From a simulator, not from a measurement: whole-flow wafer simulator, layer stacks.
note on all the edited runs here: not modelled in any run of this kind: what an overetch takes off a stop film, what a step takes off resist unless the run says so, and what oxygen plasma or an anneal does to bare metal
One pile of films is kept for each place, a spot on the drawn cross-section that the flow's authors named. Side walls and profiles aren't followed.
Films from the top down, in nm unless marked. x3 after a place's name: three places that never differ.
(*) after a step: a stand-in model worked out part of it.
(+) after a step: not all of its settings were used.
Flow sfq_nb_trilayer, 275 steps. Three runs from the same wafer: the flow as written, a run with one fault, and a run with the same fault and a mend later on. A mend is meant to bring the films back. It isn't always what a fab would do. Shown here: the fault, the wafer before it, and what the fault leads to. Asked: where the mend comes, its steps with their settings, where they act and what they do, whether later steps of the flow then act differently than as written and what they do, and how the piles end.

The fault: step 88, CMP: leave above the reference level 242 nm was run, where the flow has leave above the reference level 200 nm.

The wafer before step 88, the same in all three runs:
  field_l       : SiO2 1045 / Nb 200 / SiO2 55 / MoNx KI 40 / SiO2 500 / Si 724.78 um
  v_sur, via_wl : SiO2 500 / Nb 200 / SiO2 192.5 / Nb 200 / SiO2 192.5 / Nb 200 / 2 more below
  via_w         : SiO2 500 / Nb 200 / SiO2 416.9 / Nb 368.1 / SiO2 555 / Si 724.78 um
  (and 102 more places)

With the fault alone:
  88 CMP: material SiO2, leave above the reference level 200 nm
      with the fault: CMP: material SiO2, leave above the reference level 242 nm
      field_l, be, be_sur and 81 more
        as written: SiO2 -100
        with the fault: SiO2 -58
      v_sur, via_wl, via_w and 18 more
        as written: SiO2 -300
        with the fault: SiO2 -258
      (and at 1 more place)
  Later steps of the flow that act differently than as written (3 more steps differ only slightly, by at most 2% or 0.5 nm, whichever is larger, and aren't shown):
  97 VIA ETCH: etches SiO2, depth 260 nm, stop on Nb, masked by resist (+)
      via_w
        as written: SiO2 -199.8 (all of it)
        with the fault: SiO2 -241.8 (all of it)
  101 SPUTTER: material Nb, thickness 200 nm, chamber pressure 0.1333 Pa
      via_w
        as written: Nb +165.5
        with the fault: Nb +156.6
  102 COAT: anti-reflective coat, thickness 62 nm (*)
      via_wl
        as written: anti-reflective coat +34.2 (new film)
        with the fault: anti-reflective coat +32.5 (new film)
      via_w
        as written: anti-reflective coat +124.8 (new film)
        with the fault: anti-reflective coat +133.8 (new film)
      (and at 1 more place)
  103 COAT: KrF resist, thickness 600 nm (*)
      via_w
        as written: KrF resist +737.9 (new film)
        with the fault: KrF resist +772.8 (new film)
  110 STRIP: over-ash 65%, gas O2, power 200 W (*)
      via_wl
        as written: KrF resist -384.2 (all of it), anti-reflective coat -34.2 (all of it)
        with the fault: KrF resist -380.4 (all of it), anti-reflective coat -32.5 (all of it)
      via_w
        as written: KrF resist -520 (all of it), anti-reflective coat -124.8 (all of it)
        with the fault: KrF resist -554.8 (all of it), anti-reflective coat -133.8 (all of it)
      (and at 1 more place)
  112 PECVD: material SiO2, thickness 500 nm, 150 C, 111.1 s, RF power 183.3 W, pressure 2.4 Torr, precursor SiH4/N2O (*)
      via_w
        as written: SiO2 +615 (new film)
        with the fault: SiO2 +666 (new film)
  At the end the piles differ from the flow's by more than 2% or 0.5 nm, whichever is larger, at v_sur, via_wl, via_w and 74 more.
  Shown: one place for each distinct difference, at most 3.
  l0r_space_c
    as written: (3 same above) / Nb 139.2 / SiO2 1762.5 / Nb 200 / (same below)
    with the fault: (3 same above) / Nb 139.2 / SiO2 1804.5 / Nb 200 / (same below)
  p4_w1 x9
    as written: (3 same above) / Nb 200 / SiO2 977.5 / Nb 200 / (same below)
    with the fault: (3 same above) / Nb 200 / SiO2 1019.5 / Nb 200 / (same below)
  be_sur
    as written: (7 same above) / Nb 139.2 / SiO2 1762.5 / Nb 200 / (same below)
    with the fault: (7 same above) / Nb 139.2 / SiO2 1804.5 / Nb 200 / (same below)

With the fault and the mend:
  The mend comes after step 95.
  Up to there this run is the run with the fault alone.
  95a STRIP: over-ash 65%, gas O2, power 200 W (*)
      field_l, v_sur, via_wl and 102 more
        KrF resist -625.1 (all of it), anti-reflective coat -62 (all of it)
      via_w
        anti-reflective coat -62 (all of it)
  95b CMP: material SiO2, leave above the reference level 200 nm (the flow's step 88 once more)
      field_l, v_sur, via_wl and 103 more
        SiO2 -42
  95c COAT: anti-reflective coat, thickness 62 nm (the flow's step 90 once more)
      field_l, v_sur, via_wl and 103 more
        anti-reflective coat +62 (new film)
  95d COAT: KrF resist, thickness 650 nm (the flow's step 91 once more)
      field_l, v_sur, via_wl and 103 more
        KrF resist +650 (new film)
  95e SOFTBAKE: KrF resist (the flow's step 92 once more)
      changes no film at any place that is followed
  95f EXPOSE: photomask I2, dose 11.91 mJ/cm2, NA 0.6, wavelength 248 nm (*) (the flow's step 93 once more)
      changes no film at any place that is followed
  95g PEB: KrF resist, 90 s (the flow's step 94 once more)
      field_l, v_sur, via_wl and 103 more
        KrF resist -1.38
  95h DEVELOP: KrF resist, thickness 650 nm, 60 s (the flow's step 95 once more)
      field_l, v_sur, via_wl and 102 more
        KrF resist -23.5
      via_w
        KrF resist -648.6 (all of it)
  No later step of the flow acts differently than as written at any place that is followed.
  At the end the piles are the same as the flow's at every place that both follow.
